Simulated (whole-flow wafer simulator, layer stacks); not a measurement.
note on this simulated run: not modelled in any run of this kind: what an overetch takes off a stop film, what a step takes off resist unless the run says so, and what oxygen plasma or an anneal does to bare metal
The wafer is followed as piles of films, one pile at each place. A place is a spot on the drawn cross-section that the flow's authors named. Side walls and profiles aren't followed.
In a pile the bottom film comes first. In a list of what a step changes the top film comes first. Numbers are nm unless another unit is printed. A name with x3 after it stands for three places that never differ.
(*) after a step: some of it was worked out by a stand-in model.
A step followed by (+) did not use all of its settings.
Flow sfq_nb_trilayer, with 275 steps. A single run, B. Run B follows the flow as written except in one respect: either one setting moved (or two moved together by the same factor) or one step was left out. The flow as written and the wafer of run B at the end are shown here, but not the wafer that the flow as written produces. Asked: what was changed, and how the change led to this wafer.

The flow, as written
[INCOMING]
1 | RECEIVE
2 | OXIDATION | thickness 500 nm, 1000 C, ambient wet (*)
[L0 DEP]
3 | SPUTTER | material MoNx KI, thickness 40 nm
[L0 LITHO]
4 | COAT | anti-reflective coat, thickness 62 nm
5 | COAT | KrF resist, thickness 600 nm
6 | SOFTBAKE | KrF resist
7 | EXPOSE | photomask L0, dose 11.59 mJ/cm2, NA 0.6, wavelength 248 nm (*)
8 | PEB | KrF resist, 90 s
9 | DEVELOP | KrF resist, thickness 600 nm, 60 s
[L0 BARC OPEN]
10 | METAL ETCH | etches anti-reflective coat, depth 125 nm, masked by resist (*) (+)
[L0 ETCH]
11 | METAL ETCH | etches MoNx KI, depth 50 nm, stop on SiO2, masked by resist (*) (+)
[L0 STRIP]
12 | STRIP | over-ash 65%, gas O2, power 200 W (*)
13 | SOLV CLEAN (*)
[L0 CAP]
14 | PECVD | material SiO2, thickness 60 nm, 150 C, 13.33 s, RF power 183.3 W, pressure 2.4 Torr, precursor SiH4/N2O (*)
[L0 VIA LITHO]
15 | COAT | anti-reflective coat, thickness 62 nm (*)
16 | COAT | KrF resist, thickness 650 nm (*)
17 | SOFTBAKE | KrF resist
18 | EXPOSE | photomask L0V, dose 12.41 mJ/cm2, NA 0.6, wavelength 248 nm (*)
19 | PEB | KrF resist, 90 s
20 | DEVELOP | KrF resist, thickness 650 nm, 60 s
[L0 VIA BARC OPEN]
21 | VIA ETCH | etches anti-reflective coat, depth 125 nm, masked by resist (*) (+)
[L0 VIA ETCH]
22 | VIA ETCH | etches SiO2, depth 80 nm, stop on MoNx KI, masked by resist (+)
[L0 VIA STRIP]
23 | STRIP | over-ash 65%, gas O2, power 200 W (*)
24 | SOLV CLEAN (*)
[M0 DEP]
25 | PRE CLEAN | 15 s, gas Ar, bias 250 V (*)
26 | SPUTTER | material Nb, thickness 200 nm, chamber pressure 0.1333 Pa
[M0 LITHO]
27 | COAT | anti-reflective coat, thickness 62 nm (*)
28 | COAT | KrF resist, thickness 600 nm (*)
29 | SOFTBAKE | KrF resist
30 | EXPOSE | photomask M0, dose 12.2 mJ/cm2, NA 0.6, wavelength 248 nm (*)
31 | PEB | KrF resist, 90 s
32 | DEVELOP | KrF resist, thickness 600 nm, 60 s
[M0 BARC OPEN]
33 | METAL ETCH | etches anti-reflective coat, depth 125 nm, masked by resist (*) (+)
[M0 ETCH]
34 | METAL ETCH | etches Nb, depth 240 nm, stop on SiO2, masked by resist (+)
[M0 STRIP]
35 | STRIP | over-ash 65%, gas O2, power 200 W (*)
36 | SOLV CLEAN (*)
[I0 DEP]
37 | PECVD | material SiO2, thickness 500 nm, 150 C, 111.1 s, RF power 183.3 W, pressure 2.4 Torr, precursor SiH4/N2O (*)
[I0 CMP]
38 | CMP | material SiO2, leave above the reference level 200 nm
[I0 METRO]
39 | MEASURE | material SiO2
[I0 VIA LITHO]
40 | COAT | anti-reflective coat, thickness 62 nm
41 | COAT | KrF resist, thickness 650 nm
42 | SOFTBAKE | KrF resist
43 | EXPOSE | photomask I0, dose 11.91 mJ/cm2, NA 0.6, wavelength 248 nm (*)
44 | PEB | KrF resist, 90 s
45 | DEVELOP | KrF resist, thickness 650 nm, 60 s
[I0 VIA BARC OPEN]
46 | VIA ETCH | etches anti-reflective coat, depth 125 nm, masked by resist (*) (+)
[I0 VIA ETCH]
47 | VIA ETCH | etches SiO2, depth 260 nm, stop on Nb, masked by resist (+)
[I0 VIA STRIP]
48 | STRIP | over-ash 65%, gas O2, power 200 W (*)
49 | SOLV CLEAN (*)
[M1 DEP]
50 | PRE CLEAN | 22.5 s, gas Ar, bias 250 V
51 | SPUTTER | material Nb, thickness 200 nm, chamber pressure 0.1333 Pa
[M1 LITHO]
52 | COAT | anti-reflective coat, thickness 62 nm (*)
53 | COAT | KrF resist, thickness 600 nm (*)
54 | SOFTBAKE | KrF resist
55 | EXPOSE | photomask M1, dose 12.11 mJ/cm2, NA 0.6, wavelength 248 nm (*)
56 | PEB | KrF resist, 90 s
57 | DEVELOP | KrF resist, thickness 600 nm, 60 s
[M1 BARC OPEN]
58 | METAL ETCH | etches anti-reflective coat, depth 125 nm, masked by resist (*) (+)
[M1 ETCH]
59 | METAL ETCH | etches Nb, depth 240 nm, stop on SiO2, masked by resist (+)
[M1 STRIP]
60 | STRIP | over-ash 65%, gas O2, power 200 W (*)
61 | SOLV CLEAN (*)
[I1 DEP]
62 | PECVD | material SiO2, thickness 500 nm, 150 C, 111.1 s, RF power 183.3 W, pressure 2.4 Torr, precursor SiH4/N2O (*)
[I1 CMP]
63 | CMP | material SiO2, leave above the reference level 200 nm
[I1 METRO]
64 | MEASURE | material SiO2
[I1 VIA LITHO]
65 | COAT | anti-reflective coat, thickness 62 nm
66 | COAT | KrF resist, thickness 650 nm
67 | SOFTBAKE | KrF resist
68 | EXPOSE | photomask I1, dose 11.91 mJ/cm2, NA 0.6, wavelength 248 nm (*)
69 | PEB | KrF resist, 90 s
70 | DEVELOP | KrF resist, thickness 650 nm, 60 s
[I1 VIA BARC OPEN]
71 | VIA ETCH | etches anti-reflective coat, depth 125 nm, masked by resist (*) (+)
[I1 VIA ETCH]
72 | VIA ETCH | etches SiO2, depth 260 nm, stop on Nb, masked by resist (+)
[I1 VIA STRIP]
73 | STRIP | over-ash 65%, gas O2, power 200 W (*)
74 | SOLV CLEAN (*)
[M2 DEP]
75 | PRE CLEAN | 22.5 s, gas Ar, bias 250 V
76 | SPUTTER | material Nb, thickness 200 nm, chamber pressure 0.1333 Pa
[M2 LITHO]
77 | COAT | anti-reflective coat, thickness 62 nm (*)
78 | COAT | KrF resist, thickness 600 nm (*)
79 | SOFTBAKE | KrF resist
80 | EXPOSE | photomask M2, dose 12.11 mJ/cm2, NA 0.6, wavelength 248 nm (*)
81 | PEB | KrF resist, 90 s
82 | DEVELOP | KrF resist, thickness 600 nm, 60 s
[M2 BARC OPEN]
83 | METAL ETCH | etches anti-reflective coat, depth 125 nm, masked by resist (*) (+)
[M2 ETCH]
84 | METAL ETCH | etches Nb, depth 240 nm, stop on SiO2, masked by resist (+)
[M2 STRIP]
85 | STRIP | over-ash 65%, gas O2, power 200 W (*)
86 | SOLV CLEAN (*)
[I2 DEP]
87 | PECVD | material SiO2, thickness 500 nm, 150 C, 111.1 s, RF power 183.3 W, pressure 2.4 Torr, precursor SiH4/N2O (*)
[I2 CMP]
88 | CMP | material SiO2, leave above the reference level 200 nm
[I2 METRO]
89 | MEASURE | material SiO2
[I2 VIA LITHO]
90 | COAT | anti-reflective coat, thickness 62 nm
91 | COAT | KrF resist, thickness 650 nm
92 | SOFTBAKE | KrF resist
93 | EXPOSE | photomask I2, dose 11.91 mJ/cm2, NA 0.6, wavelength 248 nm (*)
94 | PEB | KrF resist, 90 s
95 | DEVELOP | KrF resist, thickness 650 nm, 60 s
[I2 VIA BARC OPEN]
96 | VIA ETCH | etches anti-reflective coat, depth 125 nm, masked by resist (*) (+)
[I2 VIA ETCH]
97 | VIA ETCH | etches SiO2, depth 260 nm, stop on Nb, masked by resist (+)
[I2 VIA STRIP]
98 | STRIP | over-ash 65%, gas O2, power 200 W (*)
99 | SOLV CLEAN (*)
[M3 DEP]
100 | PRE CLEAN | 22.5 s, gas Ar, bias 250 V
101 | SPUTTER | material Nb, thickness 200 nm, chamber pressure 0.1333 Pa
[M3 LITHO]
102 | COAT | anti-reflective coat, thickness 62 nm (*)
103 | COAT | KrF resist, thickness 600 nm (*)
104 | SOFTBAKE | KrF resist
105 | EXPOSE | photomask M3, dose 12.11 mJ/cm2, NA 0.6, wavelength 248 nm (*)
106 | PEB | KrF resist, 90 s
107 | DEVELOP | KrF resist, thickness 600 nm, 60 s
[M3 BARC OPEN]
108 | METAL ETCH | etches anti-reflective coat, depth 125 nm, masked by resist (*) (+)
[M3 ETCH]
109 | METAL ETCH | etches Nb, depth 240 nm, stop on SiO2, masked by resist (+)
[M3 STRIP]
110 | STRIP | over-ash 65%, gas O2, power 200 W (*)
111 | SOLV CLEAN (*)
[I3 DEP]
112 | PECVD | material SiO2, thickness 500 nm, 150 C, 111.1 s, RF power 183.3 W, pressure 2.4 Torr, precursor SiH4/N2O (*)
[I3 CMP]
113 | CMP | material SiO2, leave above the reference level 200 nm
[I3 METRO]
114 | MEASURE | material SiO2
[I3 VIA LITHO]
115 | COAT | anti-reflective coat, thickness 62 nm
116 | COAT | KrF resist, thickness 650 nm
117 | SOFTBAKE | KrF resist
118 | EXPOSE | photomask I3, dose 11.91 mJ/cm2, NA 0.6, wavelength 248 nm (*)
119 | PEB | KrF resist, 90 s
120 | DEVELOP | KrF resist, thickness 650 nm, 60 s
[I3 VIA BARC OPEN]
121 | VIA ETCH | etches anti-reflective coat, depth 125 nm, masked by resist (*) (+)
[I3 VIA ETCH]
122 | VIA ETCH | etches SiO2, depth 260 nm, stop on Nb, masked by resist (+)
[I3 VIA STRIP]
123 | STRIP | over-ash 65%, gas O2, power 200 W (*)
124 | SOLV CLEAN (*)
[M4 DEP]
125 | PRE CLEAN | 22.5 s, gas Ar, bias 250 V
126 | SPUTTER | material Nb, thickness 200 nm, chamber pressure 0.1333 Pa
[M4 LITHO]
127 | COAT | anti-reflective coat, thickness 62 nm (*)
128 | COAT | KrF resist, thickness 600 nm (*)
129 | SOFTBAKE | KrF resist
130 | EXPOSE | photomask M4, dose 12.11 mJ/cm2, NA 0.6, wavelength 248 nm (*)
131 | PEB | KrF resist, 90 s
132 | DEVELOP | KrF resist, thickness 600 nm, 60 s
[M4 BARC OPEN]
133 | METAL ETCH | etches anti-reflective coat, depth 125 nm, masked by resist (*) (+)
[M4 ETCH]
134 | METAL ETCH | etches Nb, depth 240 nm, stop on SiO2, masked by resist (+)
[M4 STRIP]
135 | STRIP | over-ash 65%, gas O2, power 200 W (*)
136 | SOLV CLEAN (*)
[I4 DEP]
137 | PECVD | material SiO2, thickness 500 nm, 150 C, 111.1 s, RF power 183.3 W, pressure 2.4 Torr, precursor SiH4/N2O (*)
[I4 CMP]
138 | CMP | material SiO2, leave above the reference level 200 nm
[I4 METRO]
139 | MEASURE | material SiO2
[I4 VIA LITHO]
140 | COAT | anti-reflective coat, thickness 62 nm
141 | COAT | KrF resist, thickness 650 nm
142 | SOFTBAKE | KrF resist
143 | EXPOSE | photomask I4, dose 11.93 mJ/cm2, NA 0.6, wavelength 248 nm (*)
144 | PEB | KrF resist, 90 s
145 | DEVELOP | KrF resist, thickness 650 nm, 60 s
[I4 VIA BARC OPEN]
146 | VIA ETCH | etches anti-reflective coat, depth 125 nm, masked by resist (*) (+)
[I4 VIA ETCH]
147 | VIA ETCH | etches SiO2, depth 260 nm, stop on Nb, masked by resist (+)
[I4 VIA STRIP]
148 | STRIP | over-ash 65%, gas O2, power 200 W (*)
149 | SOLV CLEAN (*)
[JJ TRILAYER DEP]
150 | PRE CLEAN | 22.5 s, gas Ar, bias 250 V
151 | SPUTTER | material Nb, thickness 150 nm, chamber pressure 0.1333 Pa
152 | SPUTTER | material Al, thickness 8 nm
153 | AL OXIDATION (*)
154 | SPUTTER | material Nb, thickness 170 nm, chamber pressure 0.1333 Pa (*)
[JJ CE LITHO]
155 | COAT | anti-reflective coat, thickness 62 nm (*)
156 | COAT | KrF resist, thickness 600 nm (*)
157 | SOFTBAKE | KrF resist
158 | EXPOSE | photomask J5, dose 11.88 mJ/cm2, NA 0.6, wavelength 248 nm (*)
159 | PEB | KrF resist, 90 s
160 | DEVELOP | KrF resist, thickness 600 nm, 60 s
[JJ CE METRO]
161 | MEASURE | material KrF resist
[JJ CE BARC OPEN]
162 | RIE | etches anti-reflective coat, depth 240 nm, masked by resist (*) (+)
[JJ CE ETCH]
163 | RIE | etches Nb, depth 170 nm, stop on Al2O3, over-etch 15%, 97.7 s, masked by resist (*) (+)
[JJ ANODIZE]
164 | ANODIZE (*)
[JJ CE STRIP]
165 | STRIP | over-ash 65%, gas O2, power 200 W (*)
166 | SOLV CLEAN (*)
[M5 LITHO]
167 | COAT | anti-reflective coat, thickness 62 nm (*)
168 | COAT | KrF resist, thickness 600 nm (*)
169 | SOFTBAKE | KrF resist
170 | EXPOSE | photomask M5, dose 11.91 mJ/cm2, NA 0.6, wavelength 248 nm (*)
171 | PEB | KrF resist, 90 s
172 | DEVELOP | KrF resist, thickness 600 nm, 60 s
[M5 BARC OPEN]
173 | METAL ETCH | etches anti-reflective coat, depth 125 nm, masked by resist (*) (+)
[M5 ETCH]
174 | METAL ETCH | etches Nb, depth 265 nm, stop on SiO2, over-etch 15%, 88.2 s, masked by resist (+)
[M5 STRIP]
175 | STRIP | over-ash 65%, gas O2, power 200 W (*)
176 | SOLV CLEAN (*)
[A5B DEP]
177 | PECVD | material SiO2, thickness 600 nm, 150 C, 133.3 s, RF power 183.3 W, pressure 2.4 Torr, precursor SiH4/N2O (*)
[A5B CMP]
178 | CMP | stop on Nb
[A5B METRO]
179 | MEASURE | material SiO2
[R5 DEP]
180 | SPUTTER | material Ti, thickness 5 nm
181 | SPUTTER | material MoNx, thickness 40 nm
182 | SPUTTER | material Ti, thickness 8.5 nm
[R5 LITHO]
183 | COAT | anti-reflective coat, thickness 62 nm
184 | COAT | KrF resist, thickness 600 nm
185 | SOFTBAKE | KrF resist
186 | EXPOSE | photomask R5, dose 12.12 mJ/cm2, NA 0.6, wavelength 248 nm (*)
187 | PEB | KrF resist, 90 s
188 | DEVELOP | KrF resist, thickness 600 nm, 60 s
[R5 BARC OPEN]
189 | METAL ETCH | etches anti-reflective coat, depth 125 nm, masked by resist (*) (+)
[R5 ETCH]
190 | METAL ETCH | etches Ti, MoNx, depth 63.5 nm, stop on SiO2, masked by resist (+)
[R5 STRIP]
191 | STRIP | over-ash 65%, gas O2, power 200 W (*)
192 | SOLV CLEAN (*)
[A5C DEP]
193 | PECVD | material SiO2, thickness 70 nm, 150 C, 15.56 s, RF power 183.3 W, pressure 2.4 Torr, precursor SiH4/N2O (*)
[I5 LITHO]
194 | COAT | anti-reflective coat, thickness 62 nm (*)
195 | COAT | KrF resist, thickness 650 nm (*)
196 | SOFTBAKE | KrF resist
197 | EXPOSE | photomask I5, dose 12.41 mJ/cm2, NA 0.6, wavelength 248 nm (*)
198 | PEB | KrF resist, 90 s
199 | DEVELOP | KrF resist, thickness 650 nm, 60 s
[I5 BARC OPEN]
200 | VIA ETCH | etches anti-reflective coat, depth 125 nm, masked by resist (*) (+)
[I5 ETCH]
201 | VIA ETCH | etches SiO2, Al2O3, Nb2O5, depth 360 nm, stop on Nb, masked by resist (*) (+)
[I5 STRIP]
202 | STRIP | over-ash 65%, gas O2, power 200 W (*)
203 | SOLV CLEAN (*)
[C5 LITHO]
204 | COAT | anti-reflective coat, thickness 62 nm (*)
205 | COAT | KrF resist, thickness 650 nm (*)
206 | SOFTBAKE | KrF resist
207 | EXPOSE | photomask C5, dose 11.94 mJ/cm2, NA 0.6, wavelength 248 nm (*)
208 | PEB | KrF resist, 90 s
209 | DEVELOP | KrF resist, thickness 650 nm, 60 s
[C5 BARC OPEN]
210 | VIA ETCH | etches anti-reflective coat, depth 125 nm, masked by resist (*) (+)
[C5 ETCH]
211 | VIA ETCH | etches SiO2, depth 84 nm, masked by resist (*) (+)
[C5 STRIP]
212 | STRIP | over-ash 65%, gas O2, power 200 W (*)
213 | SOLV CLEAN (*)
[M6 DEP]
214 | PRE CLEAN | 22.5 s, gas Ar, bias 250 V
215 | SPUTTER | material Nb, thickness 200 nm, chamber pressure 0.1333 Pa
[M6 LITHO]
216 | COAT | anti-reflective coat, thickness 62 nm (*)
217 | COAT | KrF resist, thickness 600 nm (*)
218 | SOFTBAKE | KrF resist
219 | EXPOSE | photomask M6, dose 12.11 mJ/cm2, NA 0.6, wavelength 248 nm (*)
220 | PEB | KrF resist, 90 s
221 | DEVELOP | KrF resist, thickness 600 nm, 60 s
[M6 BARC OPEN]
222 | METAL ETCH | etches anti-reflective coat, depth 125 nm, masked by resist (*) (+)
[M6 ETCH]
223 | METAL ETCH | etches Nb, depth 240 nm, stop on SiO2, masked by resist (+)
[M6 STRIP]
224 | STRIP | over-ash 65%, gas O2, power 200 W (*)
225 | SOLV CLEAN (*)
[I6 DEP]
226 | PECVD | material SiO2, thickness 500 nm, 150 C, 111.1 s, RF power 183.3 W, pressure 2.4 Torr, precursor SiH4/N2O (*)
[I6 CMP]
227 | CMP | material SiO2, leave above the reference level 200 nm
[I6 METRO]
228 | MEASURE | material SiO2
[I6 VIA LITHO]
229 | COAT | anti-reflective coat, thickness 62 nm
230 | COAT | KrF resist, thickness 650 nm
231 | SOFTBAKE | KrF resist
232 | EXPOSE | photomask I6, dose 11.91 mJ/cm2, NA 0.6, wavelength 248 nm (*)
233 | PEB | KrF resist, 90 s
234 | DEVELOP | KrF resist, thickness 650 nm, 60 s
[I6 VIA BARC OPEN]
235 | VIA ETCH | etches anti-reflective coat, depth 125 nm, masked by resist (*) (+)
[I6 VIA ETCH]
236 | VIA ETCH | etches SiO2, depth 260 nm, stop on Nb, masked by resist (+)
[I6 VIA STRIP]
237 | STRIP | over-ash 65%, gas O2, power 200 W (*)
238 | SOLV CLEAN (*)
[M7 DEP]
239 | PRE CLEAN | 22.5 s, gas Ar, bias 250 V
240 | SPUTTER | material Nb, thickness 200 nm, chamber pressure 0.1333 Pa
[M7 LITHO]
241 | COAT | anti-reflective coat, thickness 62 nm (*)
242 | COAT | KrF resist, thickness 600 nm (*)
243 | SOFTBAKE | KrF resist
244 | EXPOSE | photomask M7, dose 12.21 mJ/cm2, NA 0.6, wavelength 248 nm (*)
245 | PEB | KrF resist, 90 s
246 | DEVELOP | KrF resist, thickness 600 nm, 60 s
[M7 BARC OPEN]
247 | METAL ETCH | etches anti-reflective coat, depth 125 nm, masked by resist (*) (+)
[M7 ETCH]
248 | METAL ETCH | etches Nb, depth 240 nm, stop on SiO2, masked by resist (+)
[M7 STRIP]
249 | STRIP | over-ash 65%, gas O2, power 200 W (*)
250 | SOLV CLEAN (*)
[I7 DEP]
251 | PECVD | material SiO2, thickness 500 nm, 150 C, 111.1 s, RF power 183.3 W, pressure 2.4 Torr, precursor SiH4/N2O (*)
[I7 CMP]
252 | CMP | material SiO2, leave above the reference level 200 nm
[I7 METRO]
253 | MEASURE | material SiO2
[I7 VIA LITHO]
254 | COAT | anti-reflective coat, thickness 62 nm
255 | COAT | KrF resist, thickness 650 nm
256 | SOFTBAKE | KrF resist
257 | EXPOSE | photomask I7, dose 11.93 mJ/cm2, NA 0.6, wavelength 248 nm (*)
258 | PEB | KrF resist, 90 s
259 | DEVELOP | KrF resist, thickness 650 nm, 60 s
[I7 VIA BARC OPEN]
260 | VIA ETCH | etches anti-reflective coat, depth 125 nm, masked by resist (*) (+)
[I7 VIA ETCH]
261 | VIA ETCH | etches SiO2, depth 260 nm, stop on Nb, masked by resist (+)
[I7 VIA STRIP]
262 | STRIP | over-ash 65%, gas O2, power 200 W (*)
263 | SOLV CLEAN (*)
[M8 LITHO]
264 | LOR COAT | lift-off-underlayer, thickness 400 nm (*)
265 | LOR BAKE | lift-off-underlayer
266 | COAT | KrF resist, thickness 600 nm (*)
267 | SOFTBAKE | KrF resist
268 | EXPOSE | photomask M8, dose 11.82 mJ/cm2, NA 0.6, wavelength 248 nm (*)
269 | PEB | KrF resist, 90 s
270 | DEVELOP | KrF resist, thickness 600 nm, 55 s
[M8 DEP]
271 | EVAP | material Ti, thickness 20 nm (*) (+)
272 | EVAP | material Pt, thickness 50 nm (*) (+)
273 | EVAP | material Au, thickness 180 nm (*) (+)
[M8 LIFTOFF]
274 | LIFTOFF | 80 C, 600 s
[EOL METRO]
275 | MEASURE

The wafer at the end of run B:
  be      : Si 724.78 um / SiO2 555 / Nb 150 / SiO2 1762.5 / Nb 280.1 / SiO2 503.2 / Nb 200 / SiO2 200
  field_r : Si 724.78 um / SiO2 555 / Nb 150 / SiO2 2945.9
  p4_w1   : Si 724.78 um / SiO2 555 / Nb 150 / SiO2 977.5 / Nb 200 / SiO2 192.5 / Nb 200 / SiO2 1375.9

The reason: step 26, SPUTTER: thickness 150 nm was run, whereas the flow has thickness 200 nm.
The wafer lets one read it off: be has Nb 150, and step 26 as written asks for 200 nm.

How this came from the change, step by step:
  26 | SPUTTER | material Nb, thickness 200 nm, chamber pressure 0.1333 Pa
      field_l, v_sur, via_wl and 102 more: +150 Nb (new film) (it would be, as written: +200 Nb (new film))
      l0v: +145.9 Nb (new film) (it would be, as written: +195.7 Nb (new film))
  34 | METAL ETCH | etches Nb, depth 240 nm, stop on SiO2, masked by resist (+)
      field_l, v_sur, via_wl and 100 more: -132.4 KrF resist (it would be, as written: -141.2 KrF resist)
      moat, m0r_space_l, m0r_space_r: -150 Nb (all of it) (it would be, as written: -200 Nb (all of it))
  35 | STRIP | over-ash 65%, gas O2, power 200 W (*)
      p4_fl, p4_fm, p4_w1 and 68 more: -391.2 KrF resist (all of it), -62 anti-reflective coat (all of it) (it would be, as written: -382.4 KrF resist (all of it), -62 anti-reflective coat (all of it))
      ce_r, sp_r, be_r, r_sur: -397.8 KrF resist (all of it), -63.6 anti-reflective coat (all of it) (it would be, as written: -389 KrF resist (all of it), -63.6 anti-reflective coat (all of it))
      (also at 28 further places)
  37 | PECVD | material SiO2, thickness 500 nm, 150 C, 111.1 s, RF power 183.3 W, pressure 2.4 Torr, precursor SiH4/N2O (*)
      moat, m0r_space_l, m0r_space_r: +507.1 SiO2 (it would be, as written: +557.1 SiO2)
